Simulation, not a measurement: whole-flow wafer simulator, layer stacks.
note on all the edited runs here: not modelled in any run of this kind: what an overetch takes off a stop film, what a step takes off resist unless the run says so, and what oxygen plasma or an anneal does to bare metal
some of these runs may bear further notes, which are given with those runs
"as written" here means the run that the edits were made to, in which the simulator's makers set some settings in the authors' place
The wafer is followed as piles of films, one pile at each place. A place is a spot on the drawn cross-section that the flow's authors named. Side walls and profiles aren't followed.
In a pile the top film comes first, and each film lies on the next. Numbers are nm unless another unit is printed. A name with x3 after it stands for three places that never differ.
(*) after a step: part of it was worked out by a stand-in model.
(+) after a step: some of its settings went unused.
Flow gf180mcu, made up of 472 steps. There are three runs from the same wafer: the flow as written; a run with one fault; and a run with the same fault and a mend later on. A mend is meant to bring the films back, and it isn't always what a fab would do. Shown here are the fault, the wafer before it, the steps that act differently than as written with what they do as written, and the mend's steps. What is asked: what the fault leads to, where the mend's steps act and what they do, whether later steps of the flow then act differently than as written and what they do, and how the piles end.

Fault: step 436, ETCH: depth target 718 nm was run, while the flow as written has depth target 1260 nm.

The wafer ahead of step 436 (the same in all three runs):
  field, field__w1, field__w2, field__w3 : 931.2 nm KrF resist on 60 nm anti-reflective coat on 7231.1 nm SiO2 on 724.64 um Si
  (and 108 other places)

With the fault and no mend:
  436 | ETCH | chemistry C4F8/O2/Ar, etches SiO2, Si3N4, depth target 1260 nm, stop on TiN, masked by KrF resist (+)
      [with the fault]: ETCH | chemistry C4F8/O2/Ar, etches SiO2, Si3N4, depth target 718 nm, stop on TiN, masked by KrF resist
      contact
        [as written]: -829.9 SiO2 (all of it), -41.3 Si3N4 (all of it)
        [with the fault]: -718 SiO2
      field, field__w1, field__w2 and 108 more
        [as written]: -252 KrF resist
        [with the fault]: -143.6 KrF resist
  Steps later in the flow that act otherwise than as written (not shown: 2 more steps that differ only slightly, by at most 2% or 0.5 nm, whichever is larger):
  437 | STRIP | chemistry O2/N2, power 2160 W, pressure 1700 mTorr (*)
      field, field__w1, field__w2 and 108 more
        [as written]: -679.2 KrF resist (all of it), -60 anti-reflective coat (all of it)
        [with the fault]: -787.6 KrF resist (all of it), -60 anti-reflective coat (all of it)
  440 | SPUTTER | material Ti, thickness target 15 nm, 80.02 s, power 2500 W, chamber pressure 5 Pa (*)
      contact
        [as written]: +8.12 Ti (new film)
        [with the fault]: +8.87 Ti (new film)
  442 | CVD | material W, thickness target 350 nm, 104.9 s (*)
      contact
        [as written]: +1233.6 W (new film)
        [with the fault]: +1078.7 W (new film)
  At contact, the piles at the end differ from the flow's by more than 2% or 0.5 nm, whichever is larger.
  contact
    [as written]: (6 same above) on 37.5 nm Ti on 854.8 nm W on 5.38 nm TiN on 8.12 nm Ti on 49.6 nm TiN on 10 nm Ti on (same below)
    [with the fault]: (6 same above) on 37.5 nm Ti on 699.9 nm W on 5.88 nm TiN on 8.87 nm Ti on 111.9 nm SiO2 on 41.3 nm Si3N4 on 50 nm TiN on 10 nm Ti on (same below)

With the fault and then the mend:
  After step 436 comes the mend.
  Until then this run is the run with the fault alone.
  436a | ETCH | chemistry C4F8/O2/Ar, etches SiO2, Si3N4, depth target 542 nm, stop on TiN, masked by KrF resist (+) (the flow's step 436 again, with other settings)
      field, field__w1, field__w2 and 108 more
        -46 KrF resist
      contact
        -111.9 SiO2 (all of it), -41.3 Si3N4 (all of it)
  Steps later in the flow that act otherwise than as written:
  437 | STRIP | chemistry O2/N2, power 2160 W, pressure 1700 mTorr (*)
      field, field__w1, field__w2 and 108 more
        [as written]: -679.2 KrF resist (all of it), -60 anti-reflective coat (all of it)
        [with the mend]: -741.6 KrF resist (all of it), -60 anti-reflective coat (all of it)
  The piles end the same as the flow's at every place that both follow.
